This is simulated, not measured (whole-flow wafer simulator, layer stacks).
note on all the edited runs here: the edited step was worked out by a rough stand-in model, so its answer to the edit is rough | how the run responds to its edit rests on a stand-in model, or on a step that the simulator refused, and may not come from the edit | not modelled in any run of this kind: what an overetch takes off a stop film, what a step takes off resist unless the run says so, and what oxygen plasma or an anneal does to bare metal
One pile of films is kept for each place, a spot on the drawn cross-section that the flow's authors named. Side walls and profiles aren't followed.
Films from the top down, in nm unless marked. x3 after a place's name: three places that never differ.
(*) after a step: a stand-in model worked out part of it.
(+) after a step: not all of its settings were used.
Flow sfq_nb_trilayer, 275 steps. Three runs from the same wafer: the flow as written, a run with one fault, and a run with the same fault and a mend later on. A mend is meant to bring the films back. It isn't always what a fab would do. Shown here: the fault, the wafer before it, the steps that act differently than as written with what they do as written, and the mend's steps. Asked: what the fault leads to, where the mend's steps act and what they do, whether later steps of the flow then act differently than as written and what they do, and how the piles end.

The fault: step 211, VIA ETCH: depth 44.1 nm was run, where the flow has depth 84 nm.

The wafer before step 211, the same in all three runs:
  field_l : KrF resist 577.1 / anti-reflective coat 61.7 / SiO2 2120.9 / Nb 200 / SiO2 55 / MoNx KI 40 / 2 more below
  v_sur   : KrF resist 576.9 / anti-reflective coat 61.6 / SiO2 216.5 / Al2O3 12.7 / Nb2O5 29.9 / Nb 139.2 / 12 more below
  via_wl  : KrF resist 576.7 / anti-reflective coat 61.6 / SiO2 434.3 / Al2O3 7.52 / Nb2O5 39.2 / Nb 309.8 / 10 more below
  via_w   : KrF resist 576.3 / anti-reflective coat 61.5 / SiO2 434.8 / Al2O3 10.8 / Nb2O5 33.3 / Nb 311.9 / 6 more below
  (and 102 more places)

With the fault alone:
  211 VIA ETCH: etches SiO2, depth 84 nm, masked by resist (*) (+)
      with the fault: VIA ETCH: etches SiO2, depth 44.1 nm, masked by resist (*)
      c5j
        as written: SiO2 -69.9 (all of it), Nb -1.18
        with the fault: SiO2 -44.1
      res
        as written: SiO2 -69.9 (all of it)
        with the fault: SiO2 -44.1
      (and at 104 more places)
  Later steps of the flow that act differently than as written (5 more steps differ only slightly, by at most 2% or 0.5 nm, whichever is larger, and aren't shown):
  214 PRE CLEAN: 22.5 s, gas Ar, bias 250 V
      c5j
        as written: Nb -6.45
        with the fault: SiO2 -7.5
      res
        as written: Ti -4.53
        with the fault: SiO2 -7.5
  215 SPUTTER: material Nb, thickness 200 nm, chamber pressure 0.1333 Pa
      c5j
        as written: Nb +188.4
        with the fault: Nb +195.6 (new film)
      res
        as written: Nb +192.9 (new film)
        with the fault: Nb +197.3 (new film)
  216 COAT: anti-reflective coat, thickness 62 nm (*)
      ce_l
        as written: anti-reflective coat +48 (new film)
        with the fault: anti-reflective coat +54.7 (new film)
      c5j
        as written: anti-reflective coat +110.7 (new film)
        with the fault: anti-reflective coat +92.4 (new film)
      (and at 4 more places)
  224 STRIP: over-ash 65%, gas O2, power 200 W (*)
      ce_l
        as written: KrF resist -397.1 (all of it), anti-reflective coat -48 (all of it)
        with the fault: KrF resist -393.1 (all of it), anti-reflective coat -54.7 (all of it)
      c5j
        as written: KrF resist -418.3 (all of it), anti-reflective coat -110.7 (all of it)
        with the fault: KrF resist -406.7 (all of it), anti-reflective coat -92.4 (all of it)
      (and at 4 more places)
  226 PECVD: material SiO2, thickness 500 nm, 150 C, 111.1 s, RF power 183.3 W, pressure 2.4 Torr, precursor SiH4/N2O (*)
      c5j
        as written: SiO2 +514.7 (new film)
        with the fault: SiO2 +500 (new film)
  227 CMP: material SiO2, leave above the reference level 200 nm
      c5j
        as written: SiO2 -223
        with the fault: SiO2 -241.4
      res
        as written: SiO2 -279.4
        with the fault: SiO2 -306.6
  At the end the piles differ from the flow's by more than 2% or 0.5 nm, whichever is larger, at c5j, res.
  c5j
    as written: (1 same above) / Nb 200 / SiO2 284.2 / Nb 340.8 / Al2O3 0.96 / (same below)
    with the fault: (1 same above) / Nb 200 / SiO2 251.1 / Nb 195.6 / SiO2 18.3 / Nb 160 / Al2O3 0.96 / (same below)
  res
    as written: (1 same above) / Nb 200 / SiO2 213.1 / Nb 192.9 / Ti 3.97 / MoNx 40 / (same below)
    with the fault: (1 same above) / Nb 200 / SiO2 185.9 / Nb 197.3 / SiO2 18.3 / Ti 8.5 / MoNx 40 / (same below)

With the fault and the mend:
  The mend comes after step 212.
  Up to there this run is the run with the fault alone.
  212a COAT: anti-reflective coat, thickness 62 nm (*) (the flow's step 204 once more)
      field_r, ln_m5, lsp_m and 64 more
        anti-reflective coat +62 (new film)
      ln_m6, lsp_r, l0_sur, l0v, wl_a_sl, wl_a_m6, wl_a_sr, wl_g_sr
        anti-reflective coat +61.9 (new film)
      field_l, v_sur
        anti-reflective coat +61.6 (new film)
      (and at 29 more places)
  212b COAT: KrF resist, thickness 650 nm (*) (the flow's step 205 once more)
      l0v, p4_fl x3, p4_w1 x9 and 35 more
        KrF resist +650 (new film)
      wl_b_m5, wl_b_sr, wl_c_sl and 12 more
        KrF resist +649.9 (new film)
      lsp_r, wl_j_sl, wl_j_sr
        KrF resist +650.2 (new film)
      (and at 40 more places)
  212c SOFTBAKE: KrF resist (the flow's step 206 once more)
      changes no film at any place that is followed
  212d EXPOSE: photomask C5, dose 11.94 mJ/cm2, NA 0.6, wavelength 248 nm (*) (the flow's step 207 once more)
      changes no film at any place that is followed
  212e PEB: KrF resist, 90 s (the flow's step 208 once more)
      field_l, sp_r, moat and 79 more
        KrF resist -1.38
      v_sur, via_wl, via_w, via_wr, via_sp, be_sur, jj_sur
        KrF resist -1.37
      via_v, wire, res
        KrF resist -1.36
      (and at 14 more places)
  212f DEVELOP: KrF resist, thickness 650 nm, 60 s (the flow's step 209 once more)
      field_l, v_sur, via_wl and 101 more
        KrF resist -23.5
      c5j
        KrF resist -673.4 (all of it)
      res
        KrF resist -641.1 (all of it)
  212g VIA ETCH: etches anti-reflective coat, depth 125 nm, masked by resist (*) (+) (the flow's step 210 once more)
      field_l, v_sur, via_wl and 101 more
        KrF resist -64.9
      c5j
        anti-reflective coat -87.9 (all of it), SiO2 -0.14
      res
        anti-reflective coat -77.9 (all of it), SiO2 -0.19
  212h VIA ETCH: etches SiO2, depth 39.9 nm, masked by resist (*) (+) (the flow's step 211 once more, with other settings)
      field_l, v_sur, via_wl and 101 more
        KrF resist -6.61
      c5j
        SiO2 -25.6 (all of it), Nb -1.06
      res
        SiO2 -25.6 (all of it)
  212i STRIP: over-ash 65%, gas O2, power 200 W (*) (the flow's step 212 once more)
      p4_fl x3, p4_w1 x9, p4_g1 x2 and 33 more
        KrF resist -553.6 (all of it), anti-reflective coat -62 (all of it)
      wl_b_m5, wl_b_sr, wl_c_sl and 12 more
        KrF resist -553.5 (all of it), anti-reflective coat -62 (all of it)
      wl_j_sl, wl_j_sr
        KrF resist -553.8 (all of it), anti-reflective coat -60.2 (all of it)
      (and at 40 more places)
  No later step of the flow acts differently than as written, at any place that is followed, by more than 2% or 0.5 nm, whichever is larger.
  At the end the piles differ from the flow's only slightly at the places that both follow, by at most 2% or 0.5 nm, whichever is larger.
